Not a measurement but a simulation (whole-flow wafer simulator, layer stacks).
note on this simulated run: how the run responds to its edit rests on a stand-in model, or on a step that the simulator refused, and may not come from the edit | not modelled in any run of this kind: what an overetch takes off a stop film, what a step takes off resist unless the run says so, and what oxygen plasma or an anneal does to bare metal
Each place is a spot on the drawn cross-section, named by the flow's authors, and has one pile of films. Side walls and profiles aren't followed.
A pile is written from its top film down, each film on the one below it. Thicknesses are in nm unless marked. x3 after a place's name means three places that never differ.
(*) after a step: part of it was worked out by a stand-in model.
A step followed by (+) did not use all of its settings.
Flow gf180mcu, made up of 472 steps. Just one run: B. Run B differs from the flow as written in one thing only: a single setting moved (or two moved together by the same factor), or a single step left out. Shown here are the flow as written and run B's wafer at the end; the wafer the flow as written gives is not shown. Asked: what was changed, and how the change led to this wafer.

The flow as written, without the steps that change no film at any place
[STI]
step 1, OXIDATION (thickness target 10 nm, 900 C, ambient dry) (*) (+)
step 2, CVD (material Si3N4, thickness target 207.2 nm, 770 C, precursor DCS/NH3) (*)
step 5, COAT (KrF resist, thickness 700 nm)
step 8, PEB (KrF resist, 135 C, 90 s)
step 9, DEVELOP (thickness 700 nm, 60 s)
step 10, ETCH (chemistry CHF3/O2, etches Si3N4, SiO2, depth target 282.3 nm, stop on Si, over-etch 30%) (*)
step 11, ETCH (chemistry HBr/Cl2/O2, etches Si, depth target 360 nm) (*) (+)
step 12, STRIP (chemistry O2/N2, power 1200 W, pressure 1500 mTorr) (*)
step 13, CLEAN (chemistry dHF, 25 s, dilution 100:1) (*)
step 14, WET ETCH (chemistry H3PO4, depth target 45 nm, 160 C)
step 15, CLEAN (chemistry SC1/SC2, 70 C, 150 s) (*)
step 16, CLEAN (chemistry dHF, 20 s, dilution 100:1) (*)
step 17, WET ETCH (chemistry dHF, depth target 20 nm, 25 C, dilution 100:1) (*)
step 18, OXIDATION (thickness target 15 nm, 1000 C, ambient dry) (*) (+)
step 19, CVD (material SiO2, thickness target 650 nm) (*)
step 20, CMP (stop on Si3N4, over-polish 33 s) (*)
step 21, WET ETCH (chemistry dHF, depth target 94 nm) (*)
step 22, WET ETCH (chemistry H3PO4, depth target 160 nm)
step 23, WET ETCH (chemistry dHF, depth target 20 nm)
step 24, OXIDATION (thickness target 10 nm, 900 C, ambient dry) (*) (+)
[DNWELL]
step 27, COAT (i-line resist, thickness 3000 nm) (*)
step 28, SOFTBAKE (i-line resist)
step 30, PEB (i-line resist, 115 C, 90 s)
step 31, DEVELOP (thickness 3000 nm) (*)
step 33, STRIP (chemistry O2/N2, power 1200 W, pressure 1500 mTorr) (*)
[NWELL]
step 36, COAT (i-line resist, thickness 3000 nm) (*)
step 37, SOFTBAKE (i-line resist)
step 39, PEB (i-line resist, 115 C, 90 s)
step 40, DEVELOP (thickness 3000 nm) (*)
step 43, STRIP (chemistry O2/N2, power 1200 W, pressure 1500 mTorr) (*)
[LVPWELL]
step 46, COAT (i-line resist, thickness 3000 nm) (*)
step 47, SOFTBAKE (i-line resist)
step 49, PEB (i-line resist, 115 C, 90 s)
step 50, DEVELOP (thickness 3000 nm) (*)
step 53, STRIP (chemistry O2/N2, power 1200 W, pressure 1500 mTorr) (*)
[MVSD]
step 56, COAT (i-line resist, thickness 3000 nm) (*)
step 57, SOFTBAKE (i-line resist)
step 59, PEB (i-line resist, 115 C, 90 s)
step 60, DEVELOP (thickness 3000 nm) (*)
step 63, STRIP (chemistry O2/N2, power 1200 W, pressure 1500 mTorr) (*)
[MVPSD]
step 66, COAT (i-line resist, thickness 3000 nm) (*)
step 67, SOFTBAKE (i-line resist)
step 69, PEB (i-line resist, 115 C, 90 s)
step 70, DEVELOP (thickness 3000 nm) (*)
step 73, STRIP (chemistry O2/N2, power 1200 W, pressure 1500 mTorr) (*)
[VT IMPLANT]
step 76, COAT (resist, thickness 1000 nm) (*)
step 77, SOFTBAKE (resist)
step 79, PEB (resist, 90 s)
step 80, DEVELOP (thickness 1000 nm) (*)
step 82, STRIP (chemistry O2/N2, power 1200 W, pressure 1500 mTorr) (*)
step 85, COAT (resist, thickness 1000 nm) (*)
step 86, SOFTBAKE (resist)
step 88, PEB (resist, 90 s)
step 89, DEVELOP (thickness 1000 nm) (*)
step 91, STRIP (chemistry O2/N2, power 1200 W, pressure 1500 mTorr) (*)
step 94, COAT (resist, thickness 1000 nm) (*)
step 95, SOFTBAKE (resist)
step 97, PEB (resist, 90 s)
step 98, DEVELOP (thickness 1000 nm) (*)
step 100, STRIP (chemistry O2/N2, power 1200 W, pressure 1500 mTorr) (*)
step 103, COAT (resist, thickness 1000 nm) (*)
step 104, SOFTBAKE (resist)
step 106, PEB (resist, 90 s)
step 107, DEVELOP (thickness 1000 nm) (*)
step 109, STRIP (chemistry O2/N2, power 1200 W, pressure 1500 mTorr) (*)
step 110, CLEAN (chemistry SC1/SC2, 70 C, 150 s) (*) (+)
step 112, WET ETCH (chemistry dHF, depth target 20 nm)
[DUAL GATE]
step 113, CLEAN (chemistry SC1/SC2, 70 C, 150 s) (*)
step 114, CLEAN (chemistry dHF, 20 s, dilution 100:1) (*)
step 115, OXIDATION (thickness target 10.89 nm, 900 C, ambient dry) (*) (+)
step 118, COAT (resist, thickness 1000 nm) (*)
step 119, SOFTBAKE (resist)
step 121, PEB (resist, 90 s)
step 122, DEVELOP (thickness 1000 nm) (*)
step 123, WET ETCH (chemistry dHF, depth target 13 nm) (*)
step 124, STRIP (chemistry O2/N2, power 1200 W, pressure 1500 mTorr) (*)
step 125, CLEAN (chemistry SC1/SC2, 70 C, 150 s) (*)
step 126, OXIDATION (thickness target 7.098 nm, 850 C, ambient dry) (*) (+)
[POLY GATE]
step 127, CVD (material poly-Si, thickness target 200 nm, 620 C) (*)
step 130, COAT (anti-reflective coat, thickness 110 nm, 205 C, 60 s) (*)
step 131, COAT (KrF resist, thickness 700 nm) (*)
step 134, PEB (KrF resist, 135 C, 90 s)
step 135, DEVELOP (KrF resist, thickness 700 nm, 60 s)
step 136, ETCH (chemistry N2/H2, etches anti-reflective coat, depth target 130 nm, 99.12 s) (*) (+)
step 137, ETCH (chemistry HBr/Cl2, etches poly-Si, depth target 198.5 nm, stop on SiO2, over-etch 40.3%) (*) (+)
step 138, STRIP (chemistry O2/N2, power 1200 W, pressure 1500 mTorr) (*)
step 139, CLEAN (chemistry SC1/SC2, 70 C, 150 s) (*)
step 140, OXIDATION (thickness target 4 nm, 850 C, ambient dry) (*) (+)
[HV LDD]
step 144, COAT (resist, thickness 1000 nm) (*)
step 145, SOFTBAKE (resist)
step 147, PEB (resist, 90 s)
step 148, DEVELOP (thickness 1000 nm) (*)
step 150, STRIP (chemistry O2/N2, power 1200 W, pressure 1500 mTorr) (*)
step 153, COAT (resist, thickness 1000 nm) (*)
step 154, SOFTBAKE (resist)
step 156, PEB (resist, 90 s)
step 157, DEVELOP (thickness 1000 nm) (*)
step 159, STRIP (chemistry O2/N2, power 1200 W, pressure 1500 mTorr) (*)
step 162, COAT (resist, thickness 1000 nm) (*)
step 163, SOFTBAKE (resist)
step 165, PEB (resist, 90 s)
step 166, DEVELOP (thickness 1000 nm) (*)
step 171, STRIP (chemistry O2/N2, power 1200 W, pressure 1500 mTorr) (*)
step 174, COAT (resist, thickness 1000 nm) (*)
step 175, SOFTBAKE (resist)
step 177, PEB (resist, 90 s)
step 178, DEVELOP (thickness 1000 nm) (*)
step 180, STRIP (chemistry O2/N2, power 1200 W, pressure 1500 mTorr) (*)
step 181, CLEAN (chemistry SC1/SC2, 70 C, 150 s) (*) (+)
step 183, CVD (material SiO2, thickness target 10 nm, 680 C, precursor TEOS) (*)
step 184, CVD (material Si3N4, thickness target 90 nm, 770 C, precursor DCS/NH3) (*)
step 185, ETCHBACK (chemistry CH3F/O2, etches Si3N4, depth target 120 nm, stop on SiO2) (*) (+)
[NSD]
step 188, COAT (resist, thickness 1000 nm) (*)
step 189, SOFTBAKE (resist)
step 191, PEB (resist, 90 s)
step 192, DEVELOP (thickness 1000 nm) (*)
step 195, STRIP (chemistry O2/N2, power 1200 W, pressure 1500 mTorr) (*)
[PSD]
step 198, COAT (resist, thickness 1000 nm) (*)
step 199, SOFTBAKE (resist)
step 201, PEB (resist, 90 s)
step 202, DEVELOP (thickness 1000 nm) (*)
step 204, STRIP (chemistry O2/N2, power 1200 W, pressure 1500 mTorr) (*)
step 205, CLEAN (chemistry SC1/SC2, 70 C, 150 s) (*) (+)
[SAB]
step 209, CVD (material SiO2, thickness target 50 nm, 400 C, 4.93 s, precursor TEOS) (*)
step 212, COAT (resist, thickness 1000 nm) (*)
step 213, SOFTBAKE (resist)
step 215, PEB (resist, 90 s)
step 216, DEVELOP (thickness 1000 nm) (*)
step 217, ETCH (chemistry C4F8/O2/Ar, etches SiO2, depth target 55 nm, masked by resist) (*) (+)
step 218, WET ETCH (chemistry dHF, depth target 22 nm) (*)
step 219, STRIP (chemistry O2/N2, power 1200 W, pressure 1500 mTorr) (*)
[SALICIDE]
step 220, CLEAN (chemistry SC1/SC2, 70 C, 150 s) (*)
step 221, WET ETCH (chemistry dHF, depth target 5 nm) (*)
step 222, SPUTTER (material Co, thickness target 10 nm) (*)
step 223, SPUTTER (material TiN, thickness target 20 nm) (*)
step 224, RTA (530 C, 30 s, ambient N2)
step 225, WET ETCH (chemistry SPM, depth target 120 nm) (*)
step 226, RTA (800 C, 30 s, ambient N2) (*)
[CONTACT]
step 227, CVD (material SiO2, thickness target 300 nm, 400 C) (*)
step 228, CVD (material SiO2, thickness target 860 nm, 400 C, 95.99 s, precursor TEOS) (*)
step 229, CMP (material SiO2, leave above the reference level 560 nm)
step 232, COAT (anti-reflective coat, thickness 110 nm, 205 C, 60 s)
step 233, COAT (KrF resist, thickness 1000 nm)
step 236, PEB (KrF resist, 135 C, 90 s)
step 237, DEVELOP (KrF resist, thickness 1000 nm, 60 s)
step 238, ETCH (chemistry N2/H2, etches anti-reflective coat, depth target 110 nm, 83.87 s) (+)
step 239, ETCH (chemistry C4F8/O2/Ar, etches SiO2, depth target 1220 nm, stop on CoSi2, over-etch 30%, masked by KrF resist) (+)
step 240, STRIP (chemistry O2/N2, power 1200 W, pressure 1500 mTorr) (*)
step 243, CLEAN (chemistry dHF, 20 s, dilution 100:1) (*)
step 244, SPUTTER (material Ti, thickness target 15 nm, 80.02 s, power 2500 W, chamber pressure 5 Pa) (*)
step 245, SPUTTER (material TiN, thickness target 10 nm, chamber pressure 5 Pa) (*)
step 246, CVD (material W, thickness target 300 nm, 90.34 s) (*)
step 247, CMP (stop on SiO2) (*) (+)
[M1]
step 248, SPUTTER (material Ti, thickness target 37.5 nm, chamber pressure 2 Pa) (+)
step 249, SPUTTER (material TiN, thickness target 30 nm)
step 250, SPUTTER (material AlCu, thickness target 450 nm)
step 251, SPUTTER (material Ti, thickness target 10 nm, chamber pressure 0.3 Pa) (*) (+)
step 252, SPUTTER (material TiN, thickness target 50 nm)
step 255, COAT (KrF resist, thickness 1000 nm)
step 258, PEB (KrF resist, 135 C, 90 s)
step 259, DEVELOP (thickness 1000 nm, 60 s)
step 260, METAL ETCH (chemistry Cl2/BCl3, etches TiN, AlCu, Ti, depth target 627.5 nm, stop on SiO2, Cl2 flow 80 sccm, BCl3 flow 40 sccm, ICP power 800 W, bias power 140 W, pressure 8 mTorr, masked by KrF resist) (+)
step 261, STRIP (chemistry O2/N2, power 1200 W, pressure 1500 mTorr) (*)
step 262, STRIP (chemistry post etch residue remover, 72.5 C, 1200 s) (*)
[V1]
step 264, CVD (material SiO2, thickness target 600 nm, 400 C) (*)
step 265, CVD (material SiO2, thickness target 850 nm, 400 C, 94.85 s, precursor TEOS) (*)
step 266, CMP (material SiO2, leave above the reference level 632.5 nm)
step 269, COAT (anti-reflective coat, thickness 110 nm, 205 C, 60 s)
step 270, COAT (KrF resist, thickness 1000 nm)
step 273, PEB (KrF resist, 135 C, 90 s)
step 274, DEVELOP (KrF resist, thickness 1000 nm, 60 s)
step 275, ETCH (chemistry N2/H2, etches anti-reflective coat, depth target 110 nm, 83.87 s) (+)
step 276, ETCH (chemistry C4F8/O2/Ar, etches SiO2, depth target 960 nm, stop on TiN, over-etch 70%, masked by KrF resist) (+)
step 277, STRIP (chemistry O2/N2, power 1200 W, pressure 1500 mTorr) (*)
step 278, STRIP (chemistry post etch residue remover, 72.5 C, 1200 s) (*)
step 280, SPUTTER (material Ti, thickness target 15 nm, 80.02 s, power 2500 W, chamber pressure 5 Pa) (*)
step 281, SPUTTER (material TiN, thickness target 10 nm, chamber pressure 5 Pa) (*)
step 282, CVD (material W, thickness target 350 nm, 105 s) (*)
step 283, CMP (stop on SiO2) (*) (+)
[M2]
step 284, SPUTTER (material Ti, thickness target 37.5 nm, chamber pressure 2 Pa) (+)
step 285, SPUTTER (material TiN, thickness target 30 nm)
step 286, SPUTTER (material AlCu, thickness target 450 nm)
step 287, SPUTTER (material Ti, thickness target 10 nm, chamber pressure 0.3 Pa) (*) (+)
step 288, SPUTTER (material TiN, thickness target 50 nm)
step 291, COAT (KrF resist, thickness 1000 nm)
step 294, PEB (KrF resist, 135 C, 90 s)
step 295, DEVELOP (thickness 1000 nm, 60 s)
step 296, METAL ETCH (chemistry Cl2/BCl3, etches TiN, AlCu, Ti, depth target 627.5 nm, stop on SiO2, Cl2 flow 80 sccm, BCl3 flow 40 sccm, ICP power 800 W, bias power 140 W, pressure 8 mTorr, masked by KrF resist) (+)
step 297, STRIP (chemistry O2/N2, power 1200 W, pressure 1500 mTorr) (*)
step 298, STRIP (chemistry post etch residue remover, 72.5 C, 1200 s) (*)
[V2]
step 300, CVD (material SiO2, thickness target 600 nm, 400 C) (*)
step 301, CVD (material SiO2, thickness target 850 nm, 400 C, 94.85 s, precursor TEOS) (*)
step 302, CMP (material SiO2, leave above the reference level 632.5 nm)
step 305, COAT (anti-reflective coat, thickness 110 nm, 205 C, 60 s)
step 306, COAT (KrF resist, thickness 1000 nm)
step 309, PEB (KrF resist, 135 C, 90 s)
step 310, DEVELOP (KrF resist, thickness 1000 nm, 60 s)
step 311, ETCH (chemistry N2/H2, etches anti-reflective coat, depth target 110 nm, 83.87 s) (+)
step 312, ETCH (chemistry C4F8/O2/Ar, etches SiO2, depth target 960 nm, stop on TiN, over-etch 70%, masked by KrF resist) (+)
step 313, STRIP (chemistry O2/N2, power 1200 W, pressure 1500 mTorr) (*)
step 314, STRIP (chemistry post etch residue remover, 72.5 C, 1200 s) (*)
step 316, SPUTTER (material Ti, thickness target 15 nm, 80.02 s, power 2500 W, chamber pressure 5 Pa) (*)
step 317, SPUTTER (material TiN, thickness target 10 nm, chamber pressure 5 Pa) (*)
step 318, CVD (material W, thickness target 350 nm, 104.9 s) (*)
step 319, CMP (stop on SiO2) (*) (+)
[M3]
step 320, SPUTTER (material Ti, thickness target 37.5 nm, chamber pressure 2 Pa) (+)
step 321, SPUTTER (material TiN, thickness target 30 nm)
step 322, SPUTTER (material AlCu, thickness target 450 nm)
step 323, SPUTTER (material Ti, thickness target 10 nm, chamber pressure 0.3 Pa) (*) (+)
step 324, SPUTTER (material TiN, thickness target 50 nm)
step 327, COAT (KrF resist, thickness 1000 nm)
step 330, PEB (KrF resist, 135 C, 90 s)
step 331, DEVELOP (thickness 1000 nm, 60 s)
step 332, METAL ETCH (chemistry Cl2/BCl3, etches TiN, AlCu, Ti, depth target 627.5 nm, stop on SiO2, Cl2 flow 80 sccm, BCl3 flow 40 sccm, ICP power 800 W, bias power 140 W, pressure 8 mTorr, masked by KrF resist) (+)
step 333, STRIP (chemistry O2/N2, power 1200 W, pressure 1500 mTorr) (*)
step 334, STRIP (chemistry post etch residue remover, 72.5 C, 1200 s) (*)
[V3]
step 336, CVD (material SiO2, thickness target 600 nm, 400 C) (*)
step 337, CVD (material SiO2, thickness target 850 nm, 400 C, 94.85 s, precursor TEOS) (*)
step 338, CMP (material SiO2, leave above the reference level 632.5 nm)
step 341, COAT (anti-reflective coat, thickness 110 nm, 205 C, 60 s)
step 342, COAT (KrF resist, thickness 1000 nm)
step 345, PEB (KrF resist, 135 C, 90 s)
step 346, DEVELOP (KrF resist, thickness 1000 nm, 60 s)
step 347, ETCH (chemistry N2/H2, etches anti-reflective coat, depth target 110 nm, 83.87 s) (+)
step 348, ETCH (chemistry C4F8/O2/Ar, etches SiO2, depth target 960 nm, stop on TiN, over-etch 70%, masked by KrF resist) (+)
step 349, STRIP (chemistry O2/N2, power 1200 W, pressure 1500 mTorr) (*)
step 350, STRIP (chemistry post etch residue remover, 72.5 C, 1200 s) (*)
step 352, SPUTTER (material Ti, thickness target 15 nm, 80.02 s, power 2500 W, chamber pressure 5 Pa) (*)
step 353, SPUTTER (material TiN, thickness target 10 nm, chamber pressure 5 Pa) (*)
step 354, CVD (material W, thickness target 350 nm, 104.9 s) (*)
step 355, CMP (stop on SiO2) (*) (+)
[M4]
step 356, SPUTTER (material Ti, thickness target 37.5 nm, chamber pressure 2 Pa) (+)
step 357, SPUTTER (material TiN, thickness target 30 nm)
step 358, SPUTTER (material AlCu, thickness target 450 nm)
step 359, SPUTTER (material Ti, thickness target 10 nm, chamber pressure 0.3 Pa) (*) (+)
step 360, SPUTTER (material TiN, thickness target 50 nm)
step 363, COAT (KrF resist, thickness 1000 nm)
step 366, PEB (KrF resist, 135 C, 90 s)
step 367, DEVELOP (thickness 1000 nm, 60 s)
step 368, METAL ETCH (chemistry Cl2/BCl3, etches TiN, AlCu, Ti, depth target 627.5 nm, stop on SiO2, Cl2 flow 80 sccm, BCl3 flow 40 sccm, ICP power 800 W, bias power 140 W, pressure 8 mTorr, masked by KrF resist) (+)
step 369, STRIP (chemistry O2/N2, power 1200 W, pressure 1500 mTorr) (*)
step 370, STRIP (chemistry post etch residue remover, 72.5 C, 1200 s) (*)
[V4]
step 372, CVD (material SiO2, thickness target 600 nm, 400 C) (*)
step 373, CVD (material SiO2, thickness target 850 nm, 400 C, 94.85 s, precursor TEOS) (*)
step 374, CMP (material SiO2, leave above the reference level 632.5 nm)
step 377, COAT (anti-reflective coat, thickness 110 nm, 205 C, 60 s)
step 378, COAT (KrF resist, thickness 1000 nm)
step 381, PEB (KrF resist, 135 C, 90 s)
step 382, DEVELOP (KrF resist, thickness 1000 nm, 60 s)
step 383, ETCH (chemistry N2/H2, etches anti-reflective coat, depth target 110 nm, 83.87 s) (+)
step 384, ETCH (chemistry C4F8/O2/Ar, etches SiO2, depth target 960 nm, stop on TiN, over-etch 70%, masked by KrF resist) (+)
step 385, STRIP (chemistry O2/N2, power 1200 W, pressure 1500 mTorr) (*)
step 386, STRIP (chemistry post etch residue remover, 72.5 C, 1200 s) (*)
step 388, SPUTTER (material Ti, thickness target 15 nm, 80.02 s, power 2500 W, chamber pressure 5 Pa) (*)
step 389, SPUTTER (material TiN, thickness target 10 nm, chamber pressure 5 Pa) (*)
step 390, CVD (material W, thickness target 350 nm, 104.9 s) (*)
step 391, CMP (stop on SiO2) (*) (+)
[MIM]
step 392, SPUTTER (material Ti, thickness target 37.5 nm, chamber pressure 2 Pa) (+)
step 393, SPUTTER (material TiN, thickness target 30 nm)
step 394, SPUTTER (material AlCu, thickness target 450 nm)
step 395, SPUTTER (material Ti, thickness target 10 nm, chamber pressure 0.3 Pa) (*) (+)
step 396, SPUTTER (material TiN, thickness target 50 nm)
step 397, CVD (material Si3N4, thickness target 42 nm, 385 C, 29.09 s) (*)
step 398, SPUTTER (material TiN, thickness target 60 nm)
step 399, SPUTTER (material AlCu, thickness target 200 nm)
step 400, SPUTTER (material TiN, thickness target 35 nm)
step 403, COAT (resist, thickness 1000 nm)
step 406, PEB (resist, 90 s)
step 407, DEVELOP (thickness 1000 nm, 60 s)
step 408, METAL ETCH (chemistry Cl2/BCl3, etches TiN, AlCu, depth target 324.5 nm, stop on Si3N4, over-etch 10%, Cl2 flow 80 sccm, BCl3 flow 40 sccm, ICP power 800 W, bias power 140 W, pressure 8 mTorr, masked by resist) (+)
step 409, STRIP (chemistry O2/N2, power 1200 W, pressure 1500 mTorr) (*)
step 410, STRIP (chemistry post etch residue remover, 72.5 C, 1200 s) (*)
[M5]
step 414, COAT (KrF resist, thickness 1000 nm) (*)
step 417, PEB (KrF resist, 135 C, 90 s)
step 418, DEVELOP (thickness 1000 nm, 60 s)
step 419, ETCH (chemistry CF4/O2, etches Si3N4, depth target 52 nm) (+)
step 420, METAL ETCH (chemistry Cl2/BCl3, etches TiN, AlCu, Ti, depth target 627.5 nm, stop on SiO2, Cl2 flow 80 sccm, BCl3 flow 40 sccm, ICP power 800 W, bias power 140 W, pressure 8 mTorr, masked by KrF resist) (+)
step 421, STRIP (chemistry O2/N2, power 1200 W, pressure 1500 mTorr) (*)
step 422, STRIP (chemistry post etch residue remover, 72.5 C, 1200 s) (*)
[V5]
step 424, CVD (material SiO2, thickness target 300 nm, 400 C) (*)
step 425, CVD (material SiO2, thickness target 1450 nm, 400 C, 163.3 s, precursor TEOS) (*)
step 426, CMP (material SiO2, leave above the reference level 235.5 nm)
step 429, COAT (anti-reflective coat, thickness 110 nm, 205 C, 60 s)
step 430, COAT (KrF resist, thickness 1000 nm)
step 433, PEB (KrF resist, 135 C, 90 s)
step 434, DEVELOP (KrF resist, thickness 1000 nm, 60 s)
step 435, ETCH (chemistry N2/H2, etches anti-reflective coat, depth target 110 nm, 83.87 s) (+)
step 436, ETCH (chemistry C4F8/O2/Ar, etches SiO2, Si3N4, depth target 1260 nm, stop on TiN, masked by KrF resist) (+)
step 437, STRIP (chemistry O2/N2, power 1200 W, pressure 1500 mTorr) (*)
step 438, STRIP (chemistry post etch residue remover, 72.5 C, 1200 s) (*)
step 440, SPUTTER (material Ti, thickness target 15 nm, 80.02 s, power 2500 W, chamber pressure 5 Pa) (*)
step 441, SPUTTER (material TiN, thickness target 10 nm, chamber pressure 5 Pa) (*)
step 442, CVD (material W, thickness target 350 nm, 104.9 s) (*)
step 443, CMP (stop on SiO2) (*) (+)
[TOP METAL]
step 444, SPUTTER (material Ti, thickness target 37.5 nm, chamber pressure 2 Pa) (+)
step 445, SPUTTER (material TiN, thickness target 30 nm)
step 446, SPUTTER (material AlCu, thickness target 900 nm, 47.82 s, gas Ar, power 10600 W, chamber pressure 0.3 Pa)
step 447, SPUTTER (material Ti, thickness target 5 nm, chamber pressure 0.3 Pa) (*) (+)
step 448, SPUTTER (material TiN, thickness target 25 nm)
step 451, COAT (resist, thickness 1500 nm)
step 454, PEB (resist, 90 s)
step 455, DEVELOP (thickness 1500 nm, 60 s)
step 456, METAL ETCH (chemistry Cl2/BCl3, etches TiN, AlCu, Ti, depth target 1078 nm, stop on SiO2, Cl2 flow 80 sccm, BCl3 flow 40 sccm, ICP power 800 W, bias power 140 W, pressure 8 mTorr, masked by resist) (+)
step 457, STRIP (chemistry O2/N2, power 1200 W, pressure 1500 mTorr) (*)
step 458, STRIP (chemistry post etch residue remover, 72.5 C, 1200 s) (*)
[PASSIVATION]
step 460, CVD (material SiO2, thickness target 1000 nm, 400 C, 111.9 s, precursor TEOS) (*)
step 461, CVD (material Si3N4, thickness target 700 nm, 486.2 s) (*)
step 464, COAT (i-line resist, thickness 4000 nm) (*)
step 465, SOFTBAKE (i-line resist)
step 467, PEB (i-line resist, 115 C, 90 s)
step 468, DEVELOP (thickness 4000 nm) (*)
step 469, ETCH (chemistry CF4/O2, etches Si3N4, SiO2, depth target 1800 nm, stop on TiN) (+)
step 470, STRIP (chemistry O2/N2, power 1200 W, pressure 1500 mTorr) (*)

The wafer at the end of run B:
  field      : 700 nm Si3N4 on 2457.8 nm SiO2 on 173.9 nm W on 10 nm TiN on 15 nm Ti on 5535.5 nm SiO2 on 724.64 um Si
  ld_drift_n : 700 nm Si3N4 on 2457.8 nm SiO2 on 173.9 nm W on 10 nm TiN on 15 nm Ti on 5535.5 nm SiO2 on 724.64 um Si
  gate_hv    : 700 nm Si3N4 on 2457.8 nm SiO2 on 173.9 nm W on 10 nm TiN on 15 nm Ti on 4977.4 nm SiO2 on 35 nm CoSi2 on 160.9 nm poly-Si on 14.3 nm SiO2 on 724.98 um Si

The reason: step 337, CVD: material SiO2, thickness target 850 nm, 400 C, 94.85 s, precursor TEOS (*), was not run.

How this came from the change, step by step:
  step 338, CMP (material SiO2, leave above the reference level 632.5 nm)
      field, field__w1, field__w2 and 103 more: nothing (it would be, as written: SiO2 loses 300)
      field__w8, contact, m1, m1__w1, m1_nw: SiO2 loses 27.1 (it would be, as written: SiO2 loses 877.1)
  step 341, COAT (anti-reflective coat, thickness 110 nm, 205 C, 60 s)
      p_well, sti, spacer, sd_n, mim_1p0, pad, dice_street: anti-reflective coat gains 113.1 (new film) (it would be, as written: anti-reflective coat gains 110 (new film))
      field: anti-reflective coat gains 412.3 (new film) (it would be, as written: anti-reflective coat gains 110 (new film))
      (as well as at 34 more places)
  step 342, COAT (KrF resist, thickness 1000 nm)
      field: KrF resist gains 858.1 (new film) (it would be, as written: KrF resist gains 1000 (new film))
      field__w5: KrF resist gains 1032.7 (new film) (it would be, as written: KrF resist gains 1000 (new film))
      (as well as at 27 more places)
  step 345, PEB (KrF resist, 135 C, 90 s)
      polyc_n, polyc_n_rim: KrF resist loses 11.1 (it would be, as written: KrF resist loses 6.68)
      field: KrF resist loses 5.04 (it would be, as written: KrF resist loses 6.68)
      (as well as at 17 more places)
  step 346, DEVELOP (KrF resist, thickness 1000 nm, 60 s)
      contact: KrF resist loses 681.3 (all of it) (it would be, as written: KrF resist loses 993.3 (all of it))
  step 347, ETCH (chemistry N2/H2, etches anti-reflective coat, depth target 110 nm, 83.87 s) (+)
      contact: anti-reflective coat loses 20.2 (all of it), SiO2 loses 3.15 (it would be, as written: anti-reflective coat loses 110 (all of it), SiO2 loses 0.85)
  step 349, STRIP (chemistry O2/N2, power 1200 W, pressure 1500 mTorr) (*)
      p_well, sti, spacer, sd_n, mim_1p0, pad, dice_street: KrF resist loses 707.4 (all of it), anti-reflective coat loses 113.1 (all of it) (it would be, as written: KrF resist loses 706.9 (all of it), anti-reflective coat loses 110 (all of it))
      field: KrF resist loses 566.7 (all of it), anti-reflective coat loses 412.3 (all of it) (it would be, as written: KrF resist loses 706.9 (all of it), anti-reflective coat loses 110 (all of it))
      (as well as at 37 more places)
  step 352, SPUTTER (material Ti, thickness target 15 nm, 80.02 s, power 2500 W, chamber pressure 5 Pa) (*)
      contact: Ti gains 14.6 (new film) (it would be, as written: Ti gains 9.65 (new film))
  step 353, SPUTTER (material TiN, thickness target 10 nm, chamber pressure 5 Pa) (*)
      contact: TiN gains 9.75 (new film) (it would be, as written: TiN gains 6.4 (new film))
  step 354, CVD (material W, thickness target 350 nm, 104.9 s) (*)
      contact: W gains 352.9 (new film) (it would be, as written: W gains 932.3 (new film))
  step 355, CMP (stop on SiO2) (*) (+)
      contact: W loses 352.9 (all of it), TiN loses 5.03 (it would be, as written: W loses 378.8)
      field__w8, m1, m1__w1, m1_nw: W loses 350 (all of it), TiN loses 10 (all of it), Ti loses 15 (all of it), SiO2 loses 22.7 (it would be, as written: W loses 350 (all of it), TiN loses 10 (all of it), Ti loses 15 (all of it), SiO2 loses 3.78)
  step 359, SPUTTER (material Ti, thickness target 10 nm, chamber pressure 0.3 Pa) (*) (+)
      field__w5: Ti gains 9.25 (new film) (it would be, as written: Ti gains 10 (new film))
  step 363, COAT (KrF resist, thickness 1000 nm)
      field: KrF resist gains 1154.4 (new film) (it would be, as written: KrF resist gains 1000 (new film))
      field__w8: KrF resist gains 618.2 (new film) (it would be, as written: KrF resist gains 1000 (new film))
      (as well as at 11 more places)
  step 366, PEB (KrF resist, 135 C, 90 s)
      field: KrF resist loses 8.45 (it would be, as written: KrF resist loses 6.68)
      field__w8: KrF resist loses 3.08 (it would be, as written: KrF resist loses 6.68)
      (as well as at 8 more places)
  step 367, DEVELOP (thickness 1000 nm, 60 s)
      field: KrF resist loses 1145.9 (all of it) (it would be, as written: KrF resist loses 993.3 (all of it))
      n_well: KrF resist loses 1109.3 (all of it) (it would be, as written: KrF resist loses 993.3 (all of it))
      (as well as at 6 more places)
  step 368, METAL ETCH (chemistry Cl2/BCl3, etches TiN, AlCu, Ti, depth target 627.5 nm, stop on SiO2, Cl2 flow 80 sccm, BCl3 flow 40 sccm, ICP power 800 W, bias power 140 W, pressure 8 mTorr, masked by KrF resist) (+)
      field__w5: TiN loses 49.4 (all of it), Ti loses 9.25 (all of it), AlCu loses 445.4 (all of it), TiN loses 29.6 (all of it), Ti loses 37.5 (all of it) (it would be, as written: TiN loses 50 (all of it), Ti loses 10 (all of it), AlCu loses 450 (all of it), TiN loses 30 (all of it), Ti loses 37.5 (all of it))
  ... another 16 steps ...
  step 426, CMP (material SiO2, leave above the reference level 235.5 nm)
      field, field__w1, field__w5 and 92 more: SiO2 loses 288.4 (it would be, as written: SiO2 loses 300.8)
      field__w2, field__w3, field__w12 and 6 more: SiO2 loses 259.7 (it would be, as written: SiO2 loses 272.7)
Taking metal films that touch as one body, field has 1 body; the flow as written gives 0 bodies.
Taking metal films that touch as one body, ld_drift_n has 1 body; the flow as written gives 0 bodies.
Taking metal films that touch as one body, gate_hv has 2 bodies (between them, from the top down: SiO2 4977.4); the flow as written gives 1 body.
